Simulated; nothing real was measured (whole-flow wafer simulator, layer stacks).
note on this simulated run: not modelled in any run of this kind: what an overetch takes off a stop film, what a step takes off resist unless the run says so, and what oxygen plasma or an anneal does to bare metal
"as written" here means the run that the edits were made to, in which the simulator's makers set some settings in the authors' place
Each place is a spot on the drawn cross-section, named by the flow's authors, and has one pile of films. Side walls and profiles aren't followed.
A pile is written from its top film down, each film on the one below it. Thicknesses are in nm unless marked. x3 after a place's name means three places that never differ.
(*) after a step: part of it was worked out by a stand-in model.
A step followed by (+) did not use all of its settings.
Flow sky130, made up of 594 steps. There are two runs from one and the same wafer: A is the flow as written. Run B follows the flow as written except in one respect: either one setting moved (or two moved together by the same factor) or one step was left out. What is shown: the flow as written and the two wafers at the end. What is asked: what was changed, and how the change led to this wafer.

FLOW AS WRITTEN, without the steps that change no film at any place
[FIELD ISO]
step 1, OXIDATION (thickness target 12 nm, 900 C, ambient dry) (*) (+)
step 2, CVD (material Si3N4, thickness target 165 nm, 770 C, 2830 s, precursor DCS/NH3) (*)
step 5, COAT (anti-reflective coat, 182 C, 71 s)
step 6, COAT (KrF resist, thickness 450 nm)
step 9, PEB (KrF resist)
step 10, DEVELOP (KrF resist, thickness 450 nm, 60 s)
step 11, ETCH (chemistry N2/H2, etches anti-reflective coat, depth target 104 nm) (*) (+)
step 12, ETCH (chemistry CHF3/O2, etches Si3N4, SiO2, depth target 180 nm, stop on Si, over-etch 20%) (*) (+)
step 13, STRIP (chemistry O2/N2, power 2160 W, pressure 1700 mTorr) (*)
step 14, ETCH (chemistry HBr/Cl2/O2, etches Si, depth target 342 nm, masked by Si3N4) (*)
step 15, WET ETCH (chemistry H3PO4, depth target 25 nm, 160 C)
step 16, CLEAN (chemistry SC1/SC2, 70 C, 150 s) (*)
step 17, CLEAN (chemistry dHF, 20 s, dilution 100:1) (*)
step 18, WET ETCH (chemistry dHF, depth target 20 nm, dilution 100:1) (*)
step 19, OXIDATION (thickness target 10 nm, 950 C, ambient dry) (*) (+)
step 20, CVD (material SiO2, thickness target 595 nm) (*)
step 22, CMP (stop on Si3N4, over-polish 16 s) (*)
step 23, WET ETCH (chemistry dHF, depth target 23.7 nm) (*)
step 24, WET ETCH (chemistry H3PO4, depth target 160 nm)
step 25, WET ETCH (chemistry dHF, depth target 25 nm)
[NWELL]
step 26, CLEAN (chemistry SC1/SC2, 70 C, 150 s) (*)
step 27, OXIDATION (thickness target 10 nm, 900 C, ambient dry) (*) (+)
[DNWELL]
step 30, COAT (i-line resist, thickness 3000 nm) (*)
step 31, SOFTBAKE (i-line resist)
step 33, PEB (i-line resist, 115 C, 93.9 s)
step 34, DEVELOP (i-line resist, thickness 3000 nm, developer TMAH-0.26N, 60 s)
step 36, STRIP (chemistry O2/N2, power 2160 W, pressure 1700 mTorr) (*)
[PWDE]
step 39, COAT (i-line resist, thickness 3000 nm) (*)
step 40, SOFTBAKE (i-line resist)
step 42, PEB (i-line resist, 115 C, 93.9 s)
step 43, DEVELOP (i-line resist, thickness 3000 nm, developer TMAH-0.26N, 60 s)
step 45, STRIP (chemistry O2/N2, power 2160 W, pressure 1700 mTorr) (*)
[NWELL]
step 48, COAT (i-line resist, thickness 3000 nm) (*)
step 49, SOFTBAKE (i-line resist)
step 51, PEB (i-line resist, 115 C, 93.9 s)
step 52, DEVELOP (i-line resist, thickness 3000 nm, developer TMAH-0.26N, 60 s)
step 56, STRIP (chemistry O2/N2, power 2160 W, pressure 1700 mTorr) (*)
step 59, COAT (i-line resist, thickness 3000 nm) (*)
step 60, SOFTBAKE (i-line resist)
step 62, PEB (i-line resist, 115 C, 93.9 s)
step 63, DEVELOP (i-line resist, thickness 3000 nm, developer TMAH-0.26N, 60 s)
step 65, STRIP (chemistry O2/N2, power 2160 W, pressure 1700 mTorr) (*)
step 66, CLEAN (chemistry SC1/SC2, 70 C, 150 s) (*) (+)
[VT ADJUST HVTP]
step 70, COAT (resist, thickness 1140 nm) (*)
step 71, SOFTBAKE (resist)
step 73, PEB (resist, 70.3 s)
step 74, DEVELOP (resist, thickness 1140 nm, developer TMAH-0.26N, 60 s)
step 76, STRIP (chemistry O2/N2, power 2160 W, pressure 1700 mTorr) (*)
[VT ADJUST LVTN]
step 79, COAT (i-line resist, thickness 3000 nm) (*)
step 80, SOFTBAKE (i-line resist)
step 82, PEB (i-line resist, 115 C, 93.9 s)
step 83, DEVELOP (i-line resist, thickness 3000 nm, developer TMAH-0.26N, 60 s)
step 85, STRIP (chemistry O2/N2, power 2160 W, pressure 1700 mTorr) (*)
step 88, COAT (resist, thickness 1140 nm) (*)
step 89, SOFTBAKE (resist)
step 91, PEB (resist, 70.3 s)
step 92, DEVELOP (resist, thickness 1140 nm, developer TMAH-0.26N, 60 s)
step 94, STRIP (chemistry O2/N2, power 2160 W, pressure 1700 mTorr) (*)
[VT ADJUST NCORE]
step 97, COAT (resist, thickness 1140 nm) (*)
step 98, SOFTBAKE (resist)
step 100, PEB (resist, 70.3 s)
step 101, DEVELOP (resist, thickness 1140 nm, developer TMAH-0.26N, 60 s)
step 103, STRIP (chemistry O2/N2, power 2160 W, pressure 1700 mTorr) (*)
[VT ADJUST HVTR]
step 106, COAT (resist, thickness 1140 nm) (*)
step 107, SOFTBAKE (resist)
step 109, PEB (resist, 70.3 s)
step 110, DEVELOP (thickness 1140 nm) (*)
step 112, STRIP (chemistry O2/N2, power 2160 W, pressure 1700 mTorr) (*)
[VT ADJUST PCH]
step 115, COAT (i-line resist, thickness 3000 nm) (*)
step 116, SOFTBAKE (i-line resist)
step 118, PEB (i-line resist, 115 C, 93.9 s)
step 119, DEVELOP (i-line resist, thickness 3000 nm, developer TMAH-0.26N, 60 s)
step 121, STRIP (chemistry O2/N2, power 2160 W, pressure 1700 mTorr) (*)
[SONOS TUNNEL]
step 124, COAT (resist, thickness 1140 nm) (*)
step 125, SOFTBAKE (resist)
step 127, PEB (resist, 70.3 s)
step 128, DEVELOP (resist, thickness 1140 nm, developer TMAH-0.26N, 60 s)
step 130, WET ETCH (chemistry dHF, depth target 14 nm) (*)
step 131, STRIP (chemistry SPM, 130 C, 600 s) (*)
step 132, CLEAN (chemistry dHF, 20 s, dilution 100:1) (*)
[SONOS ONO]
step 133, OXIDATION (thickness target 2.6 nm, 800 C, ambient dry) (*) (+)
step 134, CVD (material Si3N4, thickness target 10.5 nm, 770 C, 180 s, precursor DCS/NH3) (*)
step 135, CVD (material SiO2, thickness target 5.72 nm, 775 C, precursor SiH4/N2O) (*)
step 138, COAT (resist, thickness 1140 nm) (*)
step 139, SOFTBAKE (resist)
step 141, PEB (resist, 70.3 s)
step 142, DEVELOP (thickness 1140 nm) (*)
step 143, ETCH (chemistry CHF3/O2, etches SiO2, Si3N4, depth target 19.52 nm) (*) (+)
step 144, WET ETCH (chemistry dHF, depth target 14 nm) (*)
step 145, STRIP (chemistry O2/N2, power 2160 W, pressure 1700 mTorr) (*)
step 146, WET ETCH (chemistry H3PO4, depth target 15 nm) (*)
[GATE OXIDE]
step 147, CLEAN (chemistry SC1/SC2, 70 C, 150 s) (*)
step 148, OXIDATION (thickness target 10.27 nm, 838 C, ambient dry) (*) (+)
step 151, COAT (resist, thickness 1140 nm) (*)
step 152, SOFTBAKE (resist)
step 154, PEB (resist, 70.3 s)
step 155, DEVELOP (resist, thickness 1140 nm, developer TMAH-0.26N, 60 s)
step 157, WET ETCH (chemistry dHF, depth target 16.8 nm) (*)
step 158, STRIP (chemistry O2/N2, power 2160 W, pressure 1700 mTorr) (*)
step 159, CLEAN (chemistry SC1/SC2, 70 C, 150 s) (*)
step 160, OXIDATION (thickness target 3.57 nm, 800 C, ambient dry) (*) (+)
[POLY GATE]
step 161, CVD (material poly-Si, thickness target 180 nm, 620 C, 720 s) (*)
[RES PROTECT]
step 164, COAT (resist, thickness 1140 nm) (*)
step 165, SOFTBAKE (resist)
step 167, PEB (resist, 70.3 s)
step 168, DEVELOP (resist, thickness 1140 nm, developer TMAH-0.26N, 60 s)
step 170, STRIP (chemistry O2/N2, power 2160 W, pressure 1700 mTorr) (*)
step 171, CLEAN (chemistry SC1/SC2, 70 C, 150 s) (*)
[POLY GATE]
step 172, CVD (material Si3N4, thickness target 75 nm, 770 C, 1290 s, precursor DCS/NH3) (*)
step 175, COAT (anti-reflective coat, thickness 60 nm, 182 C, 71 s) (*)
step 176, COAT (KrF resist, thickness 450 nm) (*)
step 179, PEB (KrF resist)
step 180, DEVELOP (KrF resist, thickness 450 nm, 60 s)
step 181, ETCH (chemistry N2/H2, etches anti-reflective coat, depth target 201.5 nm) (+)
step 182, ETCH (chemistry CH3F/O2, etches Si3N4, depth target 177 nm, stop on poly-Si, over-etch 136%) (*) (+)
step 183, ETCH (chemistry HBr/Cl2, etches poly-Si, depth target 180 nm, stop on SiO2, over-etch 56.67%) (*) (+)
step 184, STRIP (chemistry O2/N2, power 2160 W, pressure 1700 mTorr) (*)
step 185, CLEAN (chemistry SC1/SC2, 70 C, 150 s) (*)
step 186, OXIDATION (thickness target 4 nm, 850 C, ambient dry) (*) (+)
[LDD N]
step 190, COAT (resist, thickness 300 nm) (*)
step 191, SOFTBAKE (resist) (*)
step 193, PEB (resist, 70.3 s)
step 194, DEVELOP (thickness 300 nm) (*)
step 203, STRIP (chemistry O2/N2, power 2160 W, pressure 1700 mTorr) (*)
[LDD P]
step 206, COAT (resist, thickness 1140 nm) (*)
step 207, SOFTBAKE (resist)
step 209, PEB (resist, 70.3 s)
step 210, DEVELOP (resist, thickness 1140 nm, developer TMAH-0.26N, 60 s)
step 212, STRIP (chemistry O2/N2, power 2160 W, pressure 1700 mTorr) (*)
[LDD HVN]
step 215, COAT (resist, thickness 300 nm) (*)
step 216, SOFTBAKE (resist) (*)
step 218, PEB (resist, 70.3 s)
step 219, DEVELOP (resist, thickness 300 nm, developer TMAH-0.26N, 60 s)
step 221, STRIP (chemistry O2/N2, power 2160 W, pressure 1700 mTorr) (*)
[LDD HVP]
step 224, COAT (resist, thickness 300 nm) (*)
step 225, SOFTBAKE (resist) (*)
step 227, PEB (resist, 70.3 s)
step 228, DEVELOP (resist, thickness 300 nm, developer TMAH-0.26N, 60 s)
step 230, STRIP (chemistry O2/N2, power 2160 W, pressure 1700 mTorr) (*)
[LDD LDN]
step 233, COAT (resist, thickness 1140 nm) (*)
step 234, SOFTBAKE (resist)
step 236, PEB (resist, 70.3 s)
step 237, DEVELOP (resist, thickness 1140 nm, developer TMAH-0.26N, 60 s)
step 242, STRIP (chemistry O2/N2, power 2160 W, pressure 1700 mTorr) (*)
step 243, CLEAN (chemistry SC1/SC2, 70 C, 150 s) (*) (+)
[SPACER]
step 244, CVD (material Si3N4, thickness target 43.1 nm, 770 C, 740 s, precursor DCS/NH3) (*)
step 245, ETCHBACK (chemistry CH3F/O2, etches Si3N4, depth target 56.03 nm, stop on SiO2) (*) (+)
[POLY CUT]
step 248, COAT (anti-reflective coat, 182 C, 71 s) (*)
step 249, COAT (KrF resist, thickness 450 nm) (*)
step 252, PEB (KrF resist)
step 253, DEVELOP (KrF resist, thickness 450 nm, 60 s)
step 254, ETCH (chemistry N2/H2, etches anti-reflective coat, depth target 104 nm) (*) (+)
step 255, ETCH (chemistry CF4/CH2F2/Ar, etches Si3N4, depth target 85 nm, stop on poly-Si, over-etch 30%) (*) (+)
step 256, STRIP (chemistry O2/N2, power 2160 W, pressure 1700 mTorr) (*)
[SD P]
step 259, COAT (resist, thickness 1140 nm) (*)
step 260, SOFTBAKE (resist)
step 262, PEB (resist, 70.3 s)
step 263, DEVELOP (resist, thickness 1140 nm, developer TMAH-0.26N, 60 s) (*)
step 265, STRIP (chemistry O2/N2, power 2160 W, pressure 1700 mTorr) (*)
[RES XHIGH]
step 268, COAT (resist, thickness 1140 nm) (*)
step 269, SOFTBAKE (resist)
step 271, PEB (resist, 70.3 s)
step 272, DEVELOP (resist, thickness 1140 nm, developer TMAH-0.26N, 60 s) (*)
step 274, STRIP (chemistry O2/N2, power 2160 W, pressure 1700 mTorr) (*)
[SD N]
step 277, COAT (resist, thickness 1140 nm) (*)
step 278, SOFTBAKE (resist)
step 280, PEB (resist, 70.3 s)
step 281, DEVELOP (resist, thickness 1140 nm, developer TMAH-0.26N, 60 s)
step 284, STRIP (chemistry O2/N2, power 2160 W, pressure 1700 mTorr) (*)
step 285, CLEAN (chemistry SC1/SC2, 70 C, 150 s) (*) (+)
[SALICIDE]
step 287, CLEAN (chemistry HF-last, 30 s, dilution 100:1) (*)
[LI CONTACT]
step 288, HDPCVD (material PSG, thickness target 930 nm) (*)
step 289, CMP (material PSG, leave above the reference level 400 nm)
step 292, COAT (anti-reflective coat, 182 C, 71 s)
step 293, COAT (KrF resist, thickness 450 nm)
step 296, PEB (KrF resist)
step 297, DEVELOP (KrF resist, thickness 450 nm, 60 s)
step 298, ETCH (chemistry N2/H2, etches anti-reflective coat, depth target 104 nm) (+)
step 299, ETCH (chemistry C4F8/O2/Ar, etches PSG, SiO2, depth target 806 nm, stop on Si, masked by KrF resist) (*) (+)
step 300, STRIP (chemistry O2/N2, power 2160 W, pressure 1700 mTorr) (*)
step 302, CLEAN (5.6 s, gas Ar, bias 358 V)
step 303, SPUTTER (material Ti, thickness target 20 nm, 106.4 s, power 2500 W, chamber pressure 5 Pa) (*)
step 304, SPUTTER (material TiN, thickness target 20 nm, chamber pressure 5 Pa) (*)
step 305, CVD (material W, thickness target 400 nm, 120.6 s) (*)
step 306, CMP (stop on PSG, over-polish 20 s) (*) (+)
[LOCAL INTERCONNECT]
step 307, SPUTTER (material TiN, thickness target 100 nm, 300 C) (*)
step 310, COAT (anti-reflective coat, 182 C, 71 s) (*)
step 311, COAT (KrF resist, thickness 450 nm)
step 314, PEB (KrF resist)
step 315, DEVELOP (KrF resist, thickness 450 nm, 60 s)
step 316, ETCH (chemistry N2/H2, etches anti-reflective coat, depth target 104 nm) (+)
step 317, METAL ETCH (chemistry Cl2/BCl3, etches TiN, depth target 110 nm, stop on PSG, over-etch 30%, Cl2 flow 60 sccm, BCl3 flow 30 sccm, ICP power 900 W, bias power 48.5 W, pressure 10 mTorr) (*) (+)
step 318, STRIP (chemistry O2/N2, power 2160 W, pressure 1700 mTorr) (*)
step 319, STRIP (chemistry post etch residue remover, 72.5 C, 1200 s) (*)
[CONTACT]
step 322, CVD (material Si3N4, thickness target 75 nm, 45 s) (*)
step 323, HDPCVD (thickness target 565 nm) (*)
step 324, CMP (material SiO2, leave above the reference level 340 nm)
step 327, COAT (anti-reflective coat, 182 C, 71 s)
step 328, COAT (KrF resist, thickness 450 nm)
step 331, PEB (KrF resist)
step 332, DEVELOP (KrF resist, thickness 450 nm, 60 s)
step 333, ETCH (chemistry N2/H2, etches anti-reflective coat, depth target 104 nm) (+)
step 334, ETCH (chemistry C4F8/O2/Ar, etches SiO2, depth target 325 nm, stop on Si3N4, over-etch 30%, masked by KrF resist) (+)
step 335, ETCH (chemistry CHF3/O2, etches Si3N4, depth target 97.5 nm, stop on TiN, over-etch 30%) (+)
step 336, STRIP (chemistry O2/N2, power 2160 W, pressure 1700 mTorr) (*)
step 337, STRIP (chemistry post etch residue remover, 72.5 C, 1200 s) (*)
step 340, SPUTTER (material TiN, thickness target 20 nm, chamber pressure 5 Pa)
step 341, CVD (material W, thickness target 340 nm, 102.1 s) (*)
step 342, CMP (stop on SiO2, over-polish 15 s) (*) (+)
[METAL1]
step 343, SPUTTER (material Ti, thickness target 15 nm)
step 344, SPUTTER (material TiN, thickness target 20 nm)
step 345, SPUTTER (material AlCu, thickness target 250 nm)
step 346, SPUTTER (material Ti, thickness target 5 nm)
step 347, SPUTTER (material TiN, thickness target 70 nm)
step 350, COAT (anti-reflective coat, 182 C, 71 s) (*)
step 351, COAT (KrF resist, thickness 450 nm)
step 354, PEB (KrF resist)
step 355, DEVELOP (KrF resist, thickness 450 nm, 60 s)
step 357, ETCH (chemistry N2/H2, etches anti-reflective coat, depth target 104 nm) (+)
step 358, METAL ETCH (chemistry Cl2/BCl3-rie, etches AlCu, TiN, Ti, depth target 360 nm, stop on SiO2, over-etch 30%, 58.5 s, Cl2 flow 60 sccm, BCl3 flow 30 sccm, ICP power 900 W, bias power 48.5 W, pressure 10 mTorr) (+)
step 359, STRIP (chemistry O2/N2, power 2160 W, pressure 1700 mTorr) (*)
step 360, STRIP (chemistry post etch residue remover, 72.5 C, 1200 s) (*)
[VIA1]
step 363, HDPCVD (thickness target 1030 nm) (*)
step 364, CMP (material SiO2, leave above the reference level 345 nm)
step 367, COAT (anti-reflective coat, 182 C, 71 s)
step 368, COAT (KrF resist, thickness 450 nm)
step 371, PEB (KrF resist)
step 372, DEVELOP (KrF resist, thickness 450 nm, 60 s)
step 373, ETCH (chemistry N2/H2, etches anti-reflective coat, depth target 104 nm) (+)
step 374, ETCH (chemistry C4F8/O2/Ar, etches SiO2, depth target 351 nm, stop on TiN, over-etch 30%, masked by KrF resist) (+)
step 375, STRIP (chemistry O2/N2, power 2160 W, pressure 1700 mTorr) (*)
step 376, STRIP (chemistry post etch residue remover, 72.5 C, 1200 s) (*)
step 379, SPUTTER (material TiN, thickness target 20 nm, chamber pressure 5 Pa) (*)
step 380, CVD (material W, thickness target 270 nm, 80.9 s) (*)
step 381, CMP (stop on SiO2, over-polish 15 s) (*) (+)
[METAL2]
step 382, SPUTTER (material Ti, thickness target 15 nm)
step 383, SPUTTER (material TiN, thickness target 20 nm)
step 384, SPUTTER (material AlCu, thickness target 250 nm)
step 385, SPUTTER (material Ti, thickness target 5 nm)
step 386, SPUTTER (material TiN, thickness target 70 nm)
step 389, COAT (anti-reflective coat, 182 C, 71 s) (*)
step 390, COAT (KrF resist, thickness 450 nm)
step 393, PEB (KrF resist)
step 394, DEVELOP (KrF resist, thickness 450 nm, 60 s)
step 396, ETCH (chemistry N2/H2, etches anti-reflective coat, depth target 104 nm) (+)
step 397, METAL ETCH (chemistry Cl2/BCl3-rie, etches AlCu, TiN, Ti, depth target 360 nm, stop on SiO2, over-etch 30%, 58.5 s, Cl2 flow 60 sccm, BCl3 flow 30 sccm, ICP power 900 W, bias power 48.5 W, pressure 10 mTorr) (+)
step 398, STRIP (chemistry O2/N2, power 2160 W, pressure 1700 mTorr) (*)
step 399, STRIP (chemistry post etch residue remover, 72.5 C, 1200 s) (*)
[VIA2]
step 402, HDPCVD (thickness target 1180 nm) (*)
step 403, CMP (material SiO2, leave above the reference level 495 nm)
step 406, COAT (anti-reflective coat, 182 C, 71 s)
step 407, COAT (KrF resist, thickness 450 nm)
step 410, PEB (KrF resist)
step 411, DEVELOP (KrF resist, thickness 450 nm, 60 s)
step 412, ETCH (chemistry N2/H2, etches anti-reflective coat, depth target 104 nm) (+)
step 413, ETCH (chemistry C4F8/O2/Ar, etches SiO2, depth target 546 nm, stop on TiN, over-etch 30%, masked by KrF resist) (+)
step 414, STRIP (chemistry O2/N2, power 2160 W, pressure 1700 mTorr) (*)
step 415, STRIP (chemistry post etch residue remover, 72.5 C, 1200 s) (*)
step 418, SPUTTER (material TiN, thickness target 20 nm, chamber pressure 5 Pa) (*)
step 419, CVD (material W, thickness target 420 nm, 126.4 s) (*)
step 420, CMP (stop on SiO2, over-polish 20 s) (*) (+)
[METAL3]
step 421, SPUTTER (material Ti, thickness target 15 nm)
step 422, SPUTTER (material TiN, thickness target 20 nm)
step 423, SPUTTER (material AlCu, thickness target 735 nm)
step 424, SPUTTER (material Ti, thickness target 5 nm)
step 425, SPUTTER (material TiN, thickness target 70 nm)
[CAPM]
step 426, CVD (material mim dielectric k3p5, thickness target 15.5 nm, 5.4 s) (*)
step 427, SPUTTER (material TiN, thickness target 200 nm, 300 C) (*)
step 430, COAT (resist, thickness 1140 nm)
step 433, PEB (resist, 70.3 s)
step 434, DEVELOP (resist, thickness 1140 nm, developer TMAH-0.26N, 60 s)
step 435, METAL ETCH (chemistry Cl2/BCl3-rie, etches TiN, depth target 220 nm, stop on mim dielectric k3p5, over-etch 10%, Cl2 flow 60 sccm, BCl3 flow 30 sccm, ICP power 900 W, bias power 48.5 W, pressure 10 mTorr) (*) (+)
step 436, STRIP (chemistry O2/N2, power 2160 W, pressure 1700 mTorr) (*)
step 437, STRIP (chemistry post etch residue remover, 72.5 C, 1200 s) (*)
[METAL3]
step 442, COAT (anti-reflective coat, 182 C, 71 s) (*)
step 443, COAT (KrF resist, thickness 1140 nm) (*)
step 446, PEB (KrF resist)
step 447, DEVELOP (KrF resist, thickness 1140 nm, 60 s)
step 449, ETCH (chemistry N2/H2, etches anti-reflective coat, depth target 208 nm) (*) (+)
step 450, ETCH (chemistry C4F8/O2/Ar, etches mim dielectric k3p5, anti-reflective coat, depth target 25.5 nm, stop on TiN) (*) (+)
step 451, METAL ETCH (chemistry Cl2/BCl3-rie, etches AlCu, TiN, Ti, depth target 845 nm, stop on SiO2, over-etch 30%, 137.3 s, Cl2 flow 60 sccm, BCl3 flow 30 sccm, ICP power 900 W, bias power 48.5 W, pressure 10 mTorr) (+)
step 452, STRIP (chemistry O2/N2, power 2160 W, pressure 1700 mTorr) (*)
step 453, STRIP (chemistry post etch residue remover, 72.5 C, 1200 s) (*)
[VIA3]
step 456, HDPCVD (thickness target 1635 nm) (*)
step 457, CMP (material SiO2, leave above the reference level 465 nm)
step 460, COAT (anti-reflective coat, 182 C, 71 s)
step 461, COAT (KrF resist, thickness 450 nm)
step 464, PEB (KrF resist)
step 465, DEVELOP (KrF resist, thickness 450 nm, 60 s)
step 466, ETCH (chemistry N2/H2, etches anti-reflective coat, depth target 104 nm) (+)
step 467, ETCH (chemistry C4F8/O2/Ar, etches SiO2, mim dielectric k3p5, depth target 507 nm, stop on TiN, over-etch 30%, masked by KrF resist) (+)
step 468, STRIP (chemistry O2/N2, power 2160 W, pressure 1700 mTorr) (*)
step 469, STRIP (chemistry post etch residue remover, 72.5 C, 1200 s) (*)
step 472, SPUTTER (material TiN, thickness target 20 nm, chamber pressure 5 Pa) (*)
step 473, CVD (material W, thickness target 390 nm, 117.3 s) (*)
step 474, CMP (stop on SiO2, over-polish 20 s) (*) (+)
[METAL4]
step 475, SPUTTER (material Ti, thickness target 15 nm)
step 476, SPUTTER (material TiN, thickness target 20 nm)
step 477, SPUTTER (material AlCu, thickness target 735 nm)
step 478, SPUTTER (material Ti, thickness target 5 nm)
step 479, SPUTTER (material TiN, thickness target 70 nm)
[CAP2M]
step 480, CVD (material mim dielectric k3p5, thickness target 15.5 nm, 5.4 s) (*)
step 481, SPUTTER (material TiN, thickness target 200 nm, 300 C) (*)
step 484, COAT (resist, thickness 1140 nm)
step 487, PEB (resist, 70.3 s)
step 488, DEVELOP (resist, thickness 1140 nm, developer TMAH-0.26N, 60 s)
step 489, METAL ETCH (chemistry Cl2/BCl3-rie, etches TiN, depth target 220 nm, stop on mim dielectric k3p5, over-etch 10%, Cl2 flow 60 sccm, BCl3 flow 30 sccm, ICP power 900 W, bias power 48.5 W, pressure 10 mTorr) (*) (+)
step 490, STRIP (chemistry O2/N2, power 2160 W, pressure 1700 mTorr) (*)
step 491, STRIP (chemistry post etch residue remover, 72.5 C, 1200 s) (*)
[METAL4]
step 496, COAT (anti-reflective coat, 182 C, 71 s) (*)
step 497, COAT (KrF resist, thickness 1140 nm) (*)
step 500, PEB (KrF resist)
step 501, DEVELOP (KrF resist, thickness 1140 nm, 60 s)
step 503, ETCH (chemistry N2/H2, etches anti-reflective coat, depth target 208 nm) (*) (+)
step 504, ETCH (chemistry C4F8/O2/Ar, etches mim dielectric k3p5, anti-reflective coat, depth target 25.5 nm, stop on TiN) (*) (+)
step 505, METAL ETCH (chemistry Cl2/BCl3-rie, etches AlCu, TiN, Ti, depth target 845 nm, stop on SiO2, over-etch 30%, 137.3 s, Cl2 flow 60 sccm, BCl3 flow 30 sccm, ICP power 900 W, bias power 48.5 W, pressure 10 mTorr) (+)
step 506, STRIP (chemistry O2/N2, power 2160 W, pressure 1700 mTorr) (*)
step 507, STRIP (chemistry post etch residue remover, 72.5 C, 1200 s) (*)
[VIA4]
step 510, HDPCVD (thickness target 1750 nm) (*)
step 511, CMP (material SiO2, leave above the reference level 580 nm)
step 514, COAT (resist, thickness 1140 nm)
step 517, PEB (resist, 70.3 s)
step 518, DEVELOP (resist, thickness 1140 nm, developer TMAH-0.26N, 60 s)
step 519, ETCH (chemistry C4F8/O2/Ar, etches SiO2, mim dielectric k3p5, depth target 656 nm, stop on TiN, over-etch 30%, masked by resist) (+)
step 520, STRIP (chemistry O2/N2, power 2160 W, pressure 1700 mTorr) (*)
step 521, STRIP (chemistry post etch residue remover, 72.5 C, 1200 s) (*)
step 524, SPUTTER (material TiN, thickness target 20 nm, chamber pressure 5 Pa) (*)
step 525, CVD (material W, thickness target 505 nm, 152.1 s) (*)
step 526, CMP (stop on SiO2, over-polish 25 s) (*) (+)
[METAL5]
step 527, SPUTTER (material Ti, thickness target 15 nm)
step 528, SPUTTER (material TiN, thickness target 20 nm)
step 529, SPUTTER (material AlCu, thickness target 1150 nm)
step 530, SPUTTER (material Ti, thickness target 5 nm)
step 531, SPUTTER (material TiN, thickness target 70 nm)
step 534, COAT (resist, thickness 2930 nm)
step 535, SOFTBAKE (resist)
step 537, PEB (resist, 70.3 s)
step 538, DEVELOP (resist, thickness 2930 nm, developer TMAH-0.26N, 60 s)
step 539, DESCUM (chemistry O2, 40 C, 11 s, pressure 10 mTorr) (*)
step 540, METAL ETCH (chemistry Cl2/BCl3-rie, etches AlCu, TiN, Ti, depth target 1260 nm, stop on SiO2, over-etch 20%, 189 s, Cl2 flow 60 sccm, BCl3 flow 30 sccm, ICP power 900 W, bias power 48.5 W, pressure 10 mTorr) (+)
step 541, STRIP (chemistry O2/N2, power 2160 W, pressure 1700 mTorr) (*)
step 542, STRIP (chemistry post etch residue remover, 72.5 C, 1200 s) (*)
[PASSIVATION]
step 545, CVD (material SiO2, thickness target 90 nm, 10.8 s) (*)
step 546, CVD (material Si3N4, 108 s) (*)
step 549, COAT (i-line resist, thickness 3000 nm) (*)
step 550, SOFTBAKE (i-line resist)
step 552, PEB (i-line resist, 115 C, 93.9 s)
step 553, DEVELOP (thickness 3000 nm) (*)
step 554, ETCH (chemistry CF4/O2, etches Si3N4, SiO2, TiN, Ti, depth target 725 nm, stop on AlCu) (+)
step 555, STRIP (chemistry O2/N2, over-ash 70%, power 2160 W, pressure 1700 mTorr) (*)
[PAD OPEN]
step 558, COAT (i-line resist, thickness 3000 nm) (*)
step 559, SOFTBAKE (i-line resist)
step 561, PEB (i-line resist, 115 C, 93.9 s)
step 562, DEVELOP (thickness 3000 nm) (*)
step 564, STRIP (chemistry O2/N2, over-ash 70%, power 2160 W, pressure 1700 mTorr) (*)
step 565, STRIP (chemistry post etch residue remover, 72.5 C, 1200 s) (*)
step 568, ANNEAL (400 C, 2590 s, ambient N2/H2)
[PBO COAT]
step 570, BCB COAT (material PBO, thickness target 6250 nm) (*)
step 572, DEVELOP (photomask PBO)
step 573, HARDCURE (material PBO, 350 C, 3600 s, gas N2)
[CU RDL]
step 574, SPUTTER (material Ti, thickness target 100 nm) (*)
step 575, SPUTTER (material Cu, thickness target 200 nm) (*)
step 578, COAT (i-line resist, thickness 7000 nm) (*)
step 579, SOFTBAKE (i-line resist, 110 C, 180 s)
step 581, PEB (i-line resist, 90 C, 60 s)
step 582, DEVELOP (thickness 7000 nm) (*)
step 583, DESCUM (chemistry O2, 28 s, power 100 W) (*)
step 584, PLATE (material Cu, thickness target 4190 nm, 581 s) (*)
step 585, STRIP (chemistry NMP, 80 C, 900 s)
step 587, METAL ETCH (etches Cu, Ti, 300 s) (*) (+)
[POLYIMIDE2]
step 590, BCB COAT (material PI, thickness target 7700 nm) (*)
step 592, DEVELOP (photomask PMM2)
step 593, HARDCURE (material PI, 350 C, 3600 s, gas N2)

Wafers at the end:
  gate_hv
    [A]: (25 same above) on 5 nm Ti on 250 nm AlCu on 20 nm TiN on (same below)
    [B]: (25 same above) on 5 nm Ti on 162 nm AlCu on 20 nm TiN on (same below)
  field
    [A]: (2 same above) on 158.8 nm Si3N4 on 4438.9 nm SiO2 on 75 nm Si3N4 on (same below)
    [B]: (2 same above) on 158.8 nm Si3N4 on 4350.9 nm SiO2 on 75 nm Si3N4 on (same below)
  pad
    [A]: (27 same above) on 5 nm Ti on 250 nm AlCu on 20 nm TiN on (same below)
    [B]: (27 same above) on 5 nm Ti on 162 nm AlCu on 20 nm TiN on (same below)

Cause: step 345, SPUTTER: thickness target 162 nm was run, though the flow has thickness target 250 nm.
The wafer lets one read it off: gate_hv has AlCu 162, and step 345 as written asks for 250 nm.

Step by step, how the change led to this:
  step 345, SPUTTER (material AlCu, thickness target 250 nm)
      field, active, n_well and 188 more: A AlCu gains 250 (new film) | B AlCu gains 162 (new film)
  step 358, METAL ETCH (chemistry Cl2/BCl3-rie, etches AlCu, TiN, Ti, depth target 360 nm, stop on SiO2, over-etch 30%, 58.5 s, Cl2 flow 60 sccm, BCl3 flow 30 sccm, ICP power 900 W, bias power 48.5 W, pressure 10 mTorr) (+)
      field, active, gate and 81 more: A TiN loses 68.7 (all of it), Ti loses 5 (all of it), AlCu loses 250 (all of it), TiN loses 20 (all of it), Ti loses 15 (all of it), SiO2 loses 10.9 | B TiN loses 68.7 (all of it), Ti loses 5 (all of it), AlCu loses 162 (all of it), TiN loses 20 (all of it), Ti loses 15 (all of it), SiO2 loses 19.7
  step 364, CMP (material SiO2, leave above the reference level 345 nm)
      field, active, gate and 81 more: A SiO2 loses 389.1 | B SiO2 loses 468.3
